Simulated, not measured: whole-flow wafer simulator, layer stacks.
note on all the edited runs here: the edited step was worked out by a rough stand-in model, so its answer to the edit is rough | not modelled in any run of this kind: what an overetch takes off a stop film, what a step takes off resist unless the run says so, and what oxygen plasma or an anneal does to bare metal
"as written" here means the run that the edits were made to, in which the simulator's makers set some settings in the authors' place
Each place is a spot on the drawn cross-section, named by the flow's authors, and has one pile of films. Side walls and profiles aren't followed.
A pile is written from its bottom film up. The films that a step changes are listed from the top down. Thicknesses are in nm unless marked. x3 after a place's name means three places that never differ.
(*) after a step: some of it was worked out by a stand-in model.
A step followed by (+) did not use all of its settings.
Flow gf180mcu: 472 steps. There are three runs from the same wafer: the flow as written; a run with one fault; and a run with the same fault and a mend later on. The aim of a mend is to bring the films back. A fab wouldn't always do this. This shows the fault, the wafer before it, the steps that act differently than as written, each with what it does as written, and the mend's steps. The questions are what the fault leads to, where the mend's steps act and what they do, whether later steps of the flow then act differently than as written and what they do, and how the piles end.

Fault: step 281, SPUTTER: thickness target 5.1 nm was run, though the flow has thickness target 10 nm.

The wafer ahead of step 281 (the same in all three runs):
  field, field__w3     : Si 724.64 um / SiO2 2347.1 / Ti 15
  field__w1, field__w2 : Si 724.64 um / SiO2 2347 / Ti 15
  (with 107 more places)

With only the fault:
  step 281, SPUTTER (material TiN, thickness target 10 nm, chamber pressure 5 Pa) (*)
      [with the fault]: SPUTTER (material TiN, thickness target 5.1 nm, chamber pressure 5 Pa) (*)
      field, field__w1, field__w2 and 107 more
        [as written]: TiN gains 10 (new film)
        [with the fault]: TiN gains 5.1 (new film)
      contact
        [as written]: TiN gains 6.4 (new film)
        [with the fault]: TiN gains 3.27 (new film)
  Later steps of the flow acting differently than as written (not shown: 1 more step that differs only slightly, by at most 2% or 0.5 nm, whichever is larger):
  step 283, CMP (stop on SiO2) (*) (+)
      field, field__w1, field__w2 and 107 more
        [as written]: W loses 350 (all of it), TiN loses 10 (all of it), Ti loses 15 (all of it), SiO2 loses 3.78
        [with the fault]: W loses 350 (all of it), TiN loses 5.1 (all of it), Ti loses 15 (all of it), SiO2 loses 3.73
  By the end, the piles at contact depart from the flow's by more than 2% or 0.5 nm, whichever is larger.
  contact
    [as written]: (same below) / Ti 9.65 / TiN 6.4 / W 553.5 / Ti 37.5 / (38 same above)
    [with the fault]: (same below) / Ti 9.65 / TiN 3.27 / W 556.7 / Ti 37.5 / (38 same above)

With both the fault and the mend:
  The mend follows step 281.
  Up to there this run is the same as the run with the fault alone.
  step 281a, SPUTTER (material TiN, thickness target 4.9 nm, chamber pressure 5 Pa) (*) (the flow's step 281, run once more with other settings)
      field, field__w1, field__w2 and 107 more
        TiN gains 4.9
      contact
        TiN gains 3.14
  Every later step of the flow that is run acts as written at every place that is followed.
  The piles end the same as the flow's at every place that both follow.
